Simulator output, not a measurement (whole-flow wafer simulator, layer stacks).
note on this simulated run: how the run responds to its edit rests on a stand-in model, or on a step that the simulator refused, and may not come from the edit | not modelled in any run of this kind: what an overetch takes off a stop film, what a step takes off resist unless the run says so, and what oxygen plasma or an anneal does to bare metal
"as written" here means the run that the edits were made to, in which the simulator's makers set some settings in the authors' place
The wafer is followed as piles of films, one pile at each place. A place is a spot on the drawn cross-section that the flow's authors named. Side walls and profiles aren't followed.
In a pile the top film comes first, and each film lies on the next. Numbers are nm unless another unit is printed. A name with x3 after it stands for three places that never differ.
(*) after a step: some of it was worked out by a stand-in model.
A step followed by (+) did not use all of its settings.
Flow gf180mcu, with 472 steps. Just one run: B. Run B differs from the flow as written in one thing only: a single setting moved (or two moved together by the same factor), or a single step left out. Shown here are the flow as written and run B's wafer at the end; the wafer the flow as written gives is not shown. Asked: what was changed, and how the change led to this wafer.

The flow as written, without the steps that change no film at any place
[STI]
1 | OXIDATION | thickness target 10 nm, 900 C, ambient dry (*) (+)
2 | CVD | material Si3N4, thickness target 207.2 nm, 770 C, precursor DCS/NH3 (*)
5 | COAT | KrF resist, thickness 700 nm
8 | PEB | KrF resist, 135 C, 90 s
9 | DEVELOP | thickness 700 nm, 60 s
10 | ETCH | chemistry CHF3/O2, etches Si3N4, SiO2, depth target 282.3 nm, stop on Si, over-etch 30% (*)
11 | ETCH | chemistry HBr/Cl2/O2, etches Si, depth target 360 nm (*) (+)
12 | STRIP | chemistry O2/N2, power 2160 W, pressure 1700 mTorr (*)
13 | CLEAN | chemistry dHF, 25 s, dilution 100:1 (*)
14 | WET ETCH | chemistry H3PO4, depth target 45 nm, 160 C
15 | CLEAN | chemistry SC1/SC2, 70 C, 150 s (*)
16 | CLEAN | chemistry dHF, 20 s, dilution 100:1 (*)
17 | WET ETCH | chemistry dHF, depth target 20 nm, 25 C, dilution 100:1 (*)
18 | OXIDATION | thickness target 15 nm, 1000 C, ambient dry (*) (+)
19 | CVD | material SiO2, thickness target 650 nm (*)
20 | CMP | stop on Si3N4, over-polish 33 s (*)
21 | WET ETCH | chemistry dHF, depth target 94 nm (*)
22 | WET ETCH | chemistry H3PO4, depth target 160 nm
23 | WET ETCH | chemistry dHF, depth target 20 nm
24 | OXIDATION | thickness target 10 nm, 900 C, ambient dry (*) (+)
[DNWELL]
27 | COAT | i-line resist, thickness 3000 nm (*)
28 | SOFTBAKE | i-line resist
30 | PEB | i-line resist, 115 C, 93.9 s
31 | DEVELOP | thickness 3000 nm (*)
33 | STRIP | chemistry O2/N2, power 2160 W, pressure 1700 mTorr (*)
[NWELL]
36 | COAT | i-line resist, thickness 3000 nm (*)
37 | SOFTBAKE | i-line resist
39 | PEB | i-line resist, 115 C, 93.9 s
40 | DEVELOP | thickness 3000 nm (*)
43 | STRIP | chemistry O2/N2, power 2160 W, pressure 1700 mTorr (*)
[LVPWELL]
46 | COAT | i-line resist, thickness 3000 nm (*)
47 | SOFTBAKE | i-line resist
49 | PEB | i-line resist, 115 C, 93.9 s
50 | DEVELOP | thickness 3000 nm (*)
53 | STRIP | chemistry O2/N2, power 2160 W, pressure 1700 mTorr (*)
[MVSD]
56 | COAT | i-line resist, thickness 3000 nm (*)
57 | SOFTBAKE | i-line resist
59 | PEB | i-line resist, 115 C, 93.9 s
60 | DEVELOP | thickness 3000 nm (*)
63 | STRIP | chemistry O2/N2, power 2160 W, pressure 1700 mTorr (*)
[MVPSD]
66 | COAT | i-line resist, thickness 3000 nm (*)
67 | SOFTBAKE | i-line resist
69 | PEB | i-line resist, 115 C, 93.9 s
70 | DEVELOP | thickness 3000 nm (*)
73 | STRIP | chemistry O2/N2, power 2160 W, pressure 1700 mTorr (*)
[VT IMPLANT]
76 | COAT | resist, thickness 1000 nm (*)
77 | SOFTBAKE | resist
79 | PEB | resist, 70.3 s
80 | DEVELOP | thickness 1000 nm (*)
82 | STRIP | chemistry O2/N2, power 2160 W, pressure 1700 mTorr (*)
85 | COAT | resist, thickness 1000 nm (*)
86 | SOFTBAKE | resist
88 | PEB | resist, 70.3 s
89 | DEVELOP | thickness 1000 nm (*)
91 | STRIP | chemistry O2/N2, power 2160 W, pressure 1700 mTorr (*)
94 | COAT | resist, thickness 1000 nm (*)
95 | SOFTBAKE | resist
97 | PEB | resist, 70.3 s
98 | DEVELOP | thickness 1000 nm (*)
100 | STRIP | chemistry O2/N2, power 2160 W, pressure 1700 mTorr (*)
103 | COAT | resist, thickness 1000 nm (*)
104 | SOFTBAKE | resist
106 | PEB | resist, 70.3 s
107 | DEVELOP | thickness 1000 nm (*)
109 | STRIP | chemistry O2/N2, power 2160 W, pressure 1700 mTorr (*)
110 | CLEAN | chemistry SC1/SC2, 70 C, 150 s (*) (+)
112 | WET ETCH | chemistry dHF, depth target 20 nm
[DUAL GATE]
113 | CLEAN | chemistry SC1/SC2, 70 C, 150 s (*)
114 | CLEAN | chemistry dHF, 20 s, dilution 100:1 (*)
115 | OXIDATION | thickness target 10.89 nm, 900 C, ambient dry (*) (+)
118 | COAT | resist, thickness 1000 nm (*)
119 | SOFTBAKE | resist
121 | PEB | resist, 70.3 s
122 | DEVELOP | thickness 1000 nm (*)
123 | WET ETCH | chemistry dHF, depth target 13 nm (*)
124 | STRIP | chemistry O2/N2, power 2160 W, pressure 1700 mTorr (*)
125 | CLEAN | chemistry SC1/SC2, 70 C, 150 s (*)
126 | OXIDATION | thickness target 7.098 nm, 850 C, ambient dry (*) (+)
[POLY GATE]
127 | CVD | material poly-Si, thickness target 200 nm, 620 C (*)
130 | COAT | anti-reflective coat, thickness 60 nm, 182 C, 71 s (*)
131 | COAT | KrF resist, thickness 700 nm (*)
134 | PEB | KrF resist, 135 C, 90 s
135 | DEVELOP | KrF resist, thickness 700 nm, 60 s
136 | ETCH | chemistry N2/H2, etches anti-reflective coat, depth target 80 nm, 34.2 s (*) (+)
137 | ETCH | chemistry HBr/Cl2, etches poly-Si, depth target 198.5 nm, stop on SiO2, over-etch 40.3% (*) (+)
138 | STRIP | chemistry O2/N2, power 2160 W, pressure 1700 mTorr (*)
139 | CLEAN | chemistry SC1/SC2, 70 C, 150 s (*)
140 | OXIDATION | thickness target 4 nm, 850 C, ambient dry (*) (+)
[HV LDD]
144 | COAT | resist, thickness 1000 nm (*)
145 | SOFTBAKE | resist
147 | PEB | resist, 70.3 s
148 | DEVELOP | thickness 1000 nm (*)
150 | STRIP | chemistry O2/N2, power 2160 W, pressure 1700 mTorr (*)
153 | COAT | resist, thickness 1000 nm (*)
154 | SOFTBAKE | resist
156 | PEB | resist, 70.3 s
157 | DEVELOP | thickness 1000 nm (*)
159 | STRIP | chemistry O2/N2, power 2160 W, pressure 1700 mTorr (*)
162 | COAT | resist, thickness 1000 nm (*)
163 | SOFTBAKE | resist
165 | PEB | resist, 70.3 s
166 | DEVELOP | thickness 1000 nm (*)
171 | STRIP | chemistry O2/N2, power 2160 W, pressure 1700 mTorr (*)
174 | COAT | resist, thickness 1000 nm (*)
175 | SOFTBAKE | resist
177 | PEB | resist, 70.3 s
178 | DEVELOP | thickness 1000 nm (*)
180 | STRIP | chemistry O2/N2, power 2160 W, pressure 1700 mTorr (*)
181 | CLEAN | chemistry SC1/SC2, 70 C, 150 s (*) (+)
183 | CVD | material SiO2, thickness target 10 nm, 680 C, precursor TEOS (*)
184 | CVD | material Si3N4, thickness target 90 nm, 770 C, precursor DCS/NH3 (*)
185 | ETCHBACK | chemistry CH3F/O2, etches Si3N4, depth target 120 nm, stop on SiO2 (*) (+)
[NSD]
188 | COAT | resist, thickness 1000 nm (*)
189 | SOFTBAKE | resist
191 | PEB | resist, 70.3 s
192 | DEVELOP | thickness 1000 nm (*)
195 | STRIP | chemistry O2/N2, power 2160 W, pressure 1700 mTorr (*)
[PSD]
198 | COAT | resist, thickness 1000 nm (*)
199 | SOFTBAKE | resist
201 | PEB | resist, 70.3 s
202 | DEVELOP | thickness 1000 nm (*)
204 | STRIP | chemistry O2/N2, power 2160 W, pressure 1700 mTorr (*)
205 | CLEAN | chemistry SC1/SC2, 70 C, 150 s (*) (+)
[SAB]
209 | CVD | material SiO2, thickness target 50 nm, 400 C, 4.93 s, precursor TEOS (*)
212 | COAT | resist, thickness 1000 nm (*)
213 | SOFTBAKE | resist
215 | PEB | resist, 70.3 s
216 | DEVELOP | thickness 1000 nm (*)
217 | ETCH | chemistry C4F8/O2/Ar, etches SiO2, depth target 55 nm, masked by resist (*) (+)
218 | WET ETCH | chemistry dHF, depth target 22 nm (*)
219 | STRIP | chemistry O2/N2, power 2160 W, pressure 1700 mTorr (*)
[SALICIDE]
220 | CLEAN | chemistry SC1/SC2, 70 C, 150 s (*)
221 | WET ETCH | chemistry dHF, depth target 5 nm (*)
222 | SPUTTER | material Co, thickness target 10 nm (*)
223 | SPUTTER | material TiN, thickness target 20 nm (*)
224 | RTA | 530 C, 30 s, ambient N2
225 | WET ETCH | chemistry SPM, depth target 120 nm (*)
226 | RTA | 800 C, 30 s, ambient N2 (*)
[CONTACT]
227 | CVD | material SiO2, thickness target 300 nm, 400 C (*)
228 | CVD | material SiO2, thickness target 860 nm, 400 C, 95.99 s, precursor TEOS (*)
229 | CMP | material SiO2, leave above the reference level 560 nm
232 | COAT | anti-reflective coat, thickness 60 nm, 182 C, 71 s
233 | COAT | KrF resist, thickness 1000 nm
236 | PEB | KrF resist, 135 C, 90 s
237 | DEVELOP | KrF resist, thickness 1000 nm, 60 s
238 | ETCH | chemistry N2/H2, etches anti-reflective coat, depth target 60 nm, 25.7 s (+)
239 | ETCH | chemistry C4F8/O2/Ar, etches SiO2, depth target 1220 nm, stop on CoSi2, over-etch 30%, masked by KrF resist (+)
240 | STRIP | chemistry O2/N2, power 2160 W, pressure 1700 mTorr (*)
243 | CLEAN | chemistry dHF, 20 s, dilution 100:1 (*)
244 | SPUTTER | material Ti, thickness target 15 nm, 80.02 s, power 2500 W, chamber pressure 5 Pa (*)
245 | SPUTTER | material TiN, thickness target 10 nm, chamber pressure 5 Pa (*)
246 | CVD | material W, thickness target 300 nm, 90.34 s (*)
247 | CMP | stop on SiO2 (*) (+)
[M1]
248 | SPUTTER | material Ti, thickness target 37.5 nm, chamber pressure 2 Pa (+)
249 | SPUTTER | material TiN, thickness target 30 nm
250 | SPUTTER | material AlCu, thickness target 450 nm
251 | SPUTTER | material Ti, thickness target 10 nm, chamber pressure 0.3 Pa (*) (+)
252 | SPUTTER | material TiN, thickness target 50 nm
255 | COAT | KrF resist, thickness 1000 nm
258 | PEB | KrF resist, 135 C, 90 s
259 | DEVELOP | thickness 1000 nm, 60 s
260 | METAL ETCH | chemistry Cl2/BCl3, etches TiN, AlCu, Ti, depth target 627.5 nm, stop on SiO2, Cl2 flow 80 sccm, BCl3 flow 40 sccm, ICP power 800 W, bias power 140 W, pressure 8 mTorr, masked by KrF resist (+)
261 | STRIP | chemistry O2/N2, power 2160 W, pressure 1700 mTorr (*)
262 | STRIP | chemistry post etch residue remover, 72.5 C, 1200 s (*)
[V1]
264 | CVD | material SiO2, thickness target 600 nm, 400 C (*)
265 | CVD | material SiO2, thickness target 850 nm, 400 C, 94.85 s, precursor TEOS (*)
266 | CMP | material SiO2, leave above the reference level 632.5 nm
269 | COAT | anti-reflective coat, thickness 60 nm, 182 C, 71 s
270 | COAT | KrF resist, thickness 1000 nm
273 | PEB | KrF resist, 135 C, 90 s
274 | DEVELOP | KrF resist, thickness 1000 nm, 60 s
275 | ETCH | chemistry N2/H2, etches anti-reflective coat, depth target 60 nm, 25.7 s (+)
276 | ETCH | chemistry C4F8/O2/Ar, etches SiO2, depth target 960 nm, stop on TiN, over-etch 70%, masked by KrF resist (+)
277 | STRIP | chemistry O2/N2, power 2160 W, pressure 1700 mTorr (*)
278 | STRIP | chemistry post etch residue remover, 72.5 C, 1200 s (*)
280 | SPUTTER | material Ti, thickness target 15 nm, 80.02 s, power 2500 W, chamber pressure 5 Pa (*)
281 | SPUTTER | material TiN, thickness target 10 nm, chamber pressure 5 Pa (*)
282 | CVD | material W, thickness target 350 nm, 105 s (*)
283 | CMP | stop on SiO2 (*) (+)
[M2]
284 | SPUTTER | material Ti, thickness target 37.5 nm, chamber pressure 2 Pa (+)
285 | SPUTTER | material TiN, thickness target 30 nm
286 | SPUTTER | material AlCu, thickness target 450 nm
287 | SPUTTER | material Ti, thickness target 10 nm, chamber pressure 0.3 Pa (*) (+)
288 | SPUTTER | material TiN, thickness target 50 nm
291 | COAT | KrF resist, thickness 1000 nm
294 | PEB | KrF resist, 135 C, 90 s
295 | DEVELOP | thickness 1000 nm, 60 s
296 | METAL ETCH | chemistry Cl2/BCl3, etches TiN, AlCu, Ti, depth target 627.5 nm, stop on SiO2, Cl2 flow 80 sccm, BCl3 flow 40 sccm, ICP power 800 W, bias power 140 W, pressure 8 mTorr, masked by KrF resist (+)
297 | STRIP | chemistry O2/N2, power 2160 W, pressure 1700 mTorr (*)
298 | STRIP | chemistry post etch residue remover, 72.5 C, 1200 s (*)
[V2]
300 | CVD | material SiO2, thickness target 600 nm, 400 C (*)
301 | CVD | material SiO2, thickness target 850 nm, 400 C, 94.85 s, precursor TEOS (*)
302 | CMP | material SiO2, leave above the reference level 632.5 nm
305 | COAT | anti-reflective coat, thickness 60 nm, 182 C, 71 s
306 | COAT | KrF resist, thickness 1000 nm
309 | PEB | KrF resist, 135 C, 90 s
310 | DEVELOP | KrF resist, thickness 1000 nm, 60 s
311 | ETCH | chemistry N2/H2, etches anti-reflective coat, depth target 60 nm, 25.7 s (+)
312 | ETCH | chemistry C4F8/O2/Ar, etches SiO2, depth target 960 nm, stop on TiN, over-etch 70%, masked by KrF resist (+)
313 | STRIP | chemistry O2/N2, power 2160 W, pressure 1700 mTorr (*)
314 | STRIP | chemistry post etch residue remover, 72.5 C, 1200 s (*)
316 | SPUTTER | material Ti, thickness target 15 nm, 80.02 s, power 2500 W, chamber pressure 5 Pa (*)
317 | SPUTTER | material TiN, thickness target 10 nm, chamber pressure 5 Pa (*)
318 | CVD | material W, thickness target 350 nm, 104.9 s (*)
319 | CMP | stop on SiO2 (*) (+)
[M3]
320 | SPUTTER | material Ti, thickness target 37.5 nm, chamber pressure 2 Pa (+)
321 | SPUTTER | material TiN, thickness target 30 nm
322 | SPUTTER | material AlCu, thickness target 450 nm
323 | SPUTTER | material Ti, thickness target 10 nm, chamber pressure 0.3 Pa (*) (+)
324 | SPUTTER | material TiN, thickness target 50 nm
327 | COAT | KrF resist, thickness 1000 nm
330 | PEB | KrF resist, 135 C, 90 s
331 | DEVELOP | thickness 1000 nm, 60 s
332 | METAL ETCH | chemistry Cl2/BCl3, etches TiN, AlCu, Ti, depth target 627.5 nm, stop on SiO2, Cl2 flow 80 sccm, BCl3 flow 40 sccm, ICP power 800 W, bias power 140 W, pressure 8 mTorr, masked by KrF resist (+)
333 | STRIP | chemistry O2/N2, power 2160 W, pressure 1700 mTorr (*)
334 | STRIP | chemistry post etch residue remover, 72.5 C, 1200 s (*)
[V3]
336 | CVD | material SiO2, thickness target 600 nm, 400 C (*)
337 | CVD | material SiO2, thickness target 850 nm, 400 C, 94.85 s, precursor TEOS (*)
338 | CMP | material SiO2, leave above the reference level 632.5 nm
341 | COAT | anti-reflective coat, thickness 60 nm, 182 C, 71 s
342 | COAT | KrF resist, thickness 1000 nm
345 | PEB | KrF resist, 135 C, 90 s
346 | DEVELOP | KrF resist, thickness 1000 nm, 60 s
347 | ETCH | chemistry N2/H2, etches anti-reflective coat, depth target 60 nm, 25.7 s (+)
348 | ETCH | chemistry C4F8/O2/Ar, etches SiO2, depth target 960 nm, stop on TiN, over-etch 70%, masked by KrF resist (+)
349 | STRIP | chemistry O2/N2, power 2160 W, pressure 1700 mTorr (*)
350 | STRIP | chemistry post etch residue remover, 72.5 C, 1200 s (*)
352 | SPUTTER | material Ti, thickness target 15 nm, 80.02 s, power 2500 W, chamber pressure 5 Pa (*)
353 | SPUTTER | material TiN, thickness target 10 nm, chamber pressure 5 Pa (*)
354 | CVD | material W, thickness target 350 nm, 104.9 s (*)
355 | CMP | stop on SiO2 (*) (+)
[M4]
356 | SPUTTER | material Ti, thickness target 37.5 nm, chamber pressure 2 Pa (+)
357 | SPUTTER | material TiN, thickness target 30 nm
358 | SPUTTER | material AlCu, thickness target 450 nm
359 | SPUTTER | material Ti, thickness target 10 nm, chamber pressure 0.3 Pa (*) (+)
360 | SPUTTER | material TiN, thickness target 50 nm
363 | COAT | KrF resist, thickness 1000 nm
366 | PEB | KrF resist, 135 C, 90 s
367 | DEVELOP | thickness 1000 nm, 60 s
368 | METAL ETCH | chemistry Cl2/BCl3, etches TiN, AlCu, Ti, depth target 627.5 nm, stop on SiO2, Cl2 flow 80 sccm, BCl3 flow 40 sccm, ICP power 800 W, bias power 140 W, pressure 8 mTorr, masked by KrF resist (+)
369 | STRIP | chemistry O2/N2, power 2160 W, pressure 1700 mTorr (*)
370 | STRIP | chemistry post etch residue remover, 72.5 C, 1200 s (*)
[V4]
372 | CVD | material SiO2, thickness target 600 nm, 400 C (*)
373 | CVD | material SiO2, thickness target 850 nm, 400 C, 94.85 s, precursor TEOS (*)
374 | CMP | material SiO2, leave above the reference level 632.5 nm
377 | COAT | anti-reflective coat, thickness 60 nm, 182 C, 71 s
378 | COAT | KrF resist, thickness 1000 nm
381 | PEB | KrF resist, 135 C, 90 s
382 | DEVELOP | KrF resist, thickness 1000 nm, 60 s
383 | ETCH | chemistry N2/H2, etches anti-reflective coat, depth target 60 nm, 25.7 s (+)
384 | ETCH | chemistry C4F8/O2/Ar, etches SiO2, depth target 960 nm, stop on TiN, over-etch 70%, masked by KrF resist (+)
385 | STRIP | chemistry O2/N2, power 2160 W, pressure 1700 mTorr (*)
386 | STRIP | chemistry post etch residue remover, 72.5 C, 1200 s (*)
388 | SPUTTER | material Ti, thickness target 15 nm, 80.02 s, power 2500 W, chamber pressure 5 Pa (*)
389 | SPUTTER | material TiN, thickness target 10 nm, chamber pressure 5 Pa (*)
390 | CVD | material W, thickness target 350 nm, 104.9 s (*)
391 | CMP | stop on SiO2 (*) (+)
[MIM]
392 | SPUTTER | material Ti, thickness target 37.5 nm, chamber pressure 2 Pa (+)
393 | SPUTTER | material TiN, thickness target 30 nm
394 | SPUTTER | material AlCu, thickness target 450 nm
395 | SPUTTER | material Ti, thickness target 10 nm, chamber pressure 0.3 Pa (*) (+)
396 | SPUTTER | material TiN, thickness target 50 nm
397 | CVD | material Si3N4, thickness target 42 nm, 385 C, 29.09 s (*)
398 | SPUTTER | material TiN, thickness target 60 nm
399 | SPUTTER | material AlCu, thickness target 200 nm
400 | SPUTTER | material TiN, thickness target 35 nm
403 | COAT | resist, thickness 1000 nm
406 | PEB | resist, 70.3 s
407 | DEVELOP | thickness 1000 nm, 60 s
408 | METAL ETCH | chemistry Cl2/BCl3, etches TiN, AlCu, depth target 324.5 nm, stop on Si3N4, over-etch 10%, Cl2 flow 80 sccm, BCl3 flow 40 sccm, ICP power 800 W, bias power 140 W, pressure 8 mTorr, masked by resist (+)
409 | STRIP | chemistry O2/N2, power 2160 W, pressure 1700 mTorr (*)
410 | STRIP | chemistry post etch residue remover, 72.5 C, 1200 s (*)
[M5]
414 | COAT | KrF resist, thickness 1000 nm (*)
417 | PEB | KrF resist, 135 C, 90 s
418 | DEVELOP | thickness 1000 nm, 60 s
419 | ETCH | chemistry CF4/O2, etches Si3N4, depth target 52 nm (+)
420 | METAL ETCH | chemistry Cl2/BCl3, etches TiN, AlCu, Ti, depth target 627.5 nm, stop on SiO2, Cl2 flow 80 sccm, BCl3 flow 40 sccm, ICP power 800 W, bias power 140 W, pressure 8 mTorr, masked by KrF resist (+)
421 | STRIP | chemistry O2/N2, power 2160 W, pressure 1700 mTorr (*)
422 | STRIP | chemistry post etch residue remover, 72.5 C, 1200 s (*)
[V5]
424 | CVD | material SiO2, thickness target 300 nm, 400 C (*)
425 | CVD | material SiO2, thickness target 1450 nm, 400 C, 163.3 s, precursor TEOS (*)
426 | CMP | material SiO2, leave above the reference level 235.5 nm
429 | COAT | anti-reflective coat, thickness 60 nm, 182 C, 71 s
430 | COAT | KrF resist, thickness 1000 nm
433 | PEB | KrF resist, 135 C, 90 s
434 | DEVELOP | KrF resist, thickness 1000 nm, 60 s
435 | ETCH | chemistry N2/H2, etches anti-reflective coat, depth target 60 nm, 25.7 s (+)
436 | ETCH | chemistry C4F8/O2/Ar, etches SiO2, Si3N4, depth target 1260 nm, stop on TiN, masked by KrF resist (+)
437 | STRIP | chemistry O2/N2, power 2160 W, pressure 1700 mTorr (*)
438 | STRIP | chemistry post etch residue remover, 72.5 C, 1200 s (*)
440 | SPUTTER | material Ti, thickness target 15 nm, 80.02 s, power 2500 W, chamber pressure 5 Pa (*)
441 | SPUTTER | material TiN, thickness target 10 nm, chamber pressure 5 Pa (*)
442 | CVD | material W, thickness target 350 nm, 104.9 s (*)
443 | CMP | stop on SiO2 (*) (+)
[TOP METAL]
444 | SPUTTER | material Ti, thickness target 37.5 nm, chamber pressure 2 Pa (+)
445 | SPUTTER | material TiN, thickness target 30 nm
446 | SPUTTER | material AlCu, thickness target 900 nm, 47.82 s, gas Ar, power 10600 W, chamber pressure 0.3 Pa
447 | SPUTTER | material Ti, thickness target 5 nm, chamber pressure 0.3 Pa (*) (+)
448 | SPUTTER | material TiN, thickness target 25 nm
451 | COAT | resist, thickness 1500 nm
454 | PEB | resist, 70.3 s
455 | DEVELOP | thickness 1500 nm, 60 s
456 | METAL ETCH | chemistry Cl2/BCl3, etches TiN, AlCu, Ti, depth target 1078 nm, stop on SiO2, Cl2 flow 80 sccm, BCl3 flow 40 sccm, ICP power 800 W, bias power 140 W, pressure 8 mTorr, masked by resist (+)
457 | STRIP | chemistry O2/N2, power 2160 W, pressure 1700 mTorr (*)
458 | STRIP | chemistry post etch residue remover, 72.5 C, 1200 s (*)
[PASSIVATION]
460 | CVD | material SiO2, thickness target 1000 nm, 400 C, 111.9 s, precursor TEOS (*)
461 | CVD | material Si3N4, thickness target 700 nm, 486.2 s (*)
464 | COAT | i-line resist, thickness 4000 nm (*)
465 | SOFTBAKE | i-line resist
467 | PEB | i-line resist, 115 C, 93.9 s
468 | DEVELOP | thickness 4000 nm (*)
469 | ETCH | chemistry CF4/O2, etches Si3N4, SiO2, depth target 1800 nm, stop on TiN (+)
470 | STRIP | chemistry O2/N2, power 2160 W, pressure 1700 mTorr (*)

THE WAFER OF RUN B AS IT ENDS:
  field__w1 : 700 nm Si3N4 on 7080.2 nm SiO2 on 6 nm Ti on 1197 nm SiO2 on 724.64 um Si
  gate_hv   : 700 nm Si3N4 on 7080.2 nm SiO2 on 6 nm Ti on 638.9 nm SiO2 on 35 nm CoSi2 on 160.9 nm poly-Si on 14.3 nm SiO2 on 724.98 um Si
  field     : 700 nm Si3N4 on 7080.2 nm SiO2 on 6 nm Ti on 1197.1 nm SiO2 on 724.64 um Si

Cause: step 250, SPUTTER: thickness target 506 nm was run, whereas the flow has thickness target 450 nm.

Step by step, how the change led to this:
  250 | SPUTTER | material AlCu, thickness target 450 nm
      field, field__w1, field__w2 and 108 more: +506 AlCu (new film) (it would be, as written: +450 AlCu (new film))
  260 | METAL ETCH | chemistry Cl2/BCl3, etches TiN, AlCu, Ti, depth target 627.5 nm, stop on SiO2, Cl2 flow 80 sccm, BCl3 flow 40 sccm, ICP power 800 W, bias power 140 W, pressure 8 mTorr, masked by KrF resist (+)
      field, field__w1, field__w2 and 99 more: -50 TiN (all of it), -10 Ti (all of it), -506 AlCu (all of it), -30 TiN (all of it), -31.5 Ti (it would be, as written: -50 TiN (all of it), -10 Ti (all of it), -450 AlCu (all of it), -30 TiN (all of it), -37.5 Ti (all of it))
  264 | CVD | material SiO2, thickness target 600 nm, 400 C (*)
      field, field__w1, field__w2 and 99 more: +600 SiO2 (new film) (it would be, as written: +600 SiO2)
  266 | CMP | material SiO2, leave above the reference level 632.5 nm
      field, field__w1, field__w2 and 99 more: -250 SiO2 (it would be, as written: -300 SiO2)
With metal films that touch counted as one body, field__w1 has 1 body; the flow as written gives 0 bodies.
With metal films that touch counted as one body, gate_hv has 2 bodies (between them, from the top down: SiO2 638.9); the flow as written gives 1 body.
With metal films that touch counted as one body, field has 1 body; the flow as written gives 0 bodies.
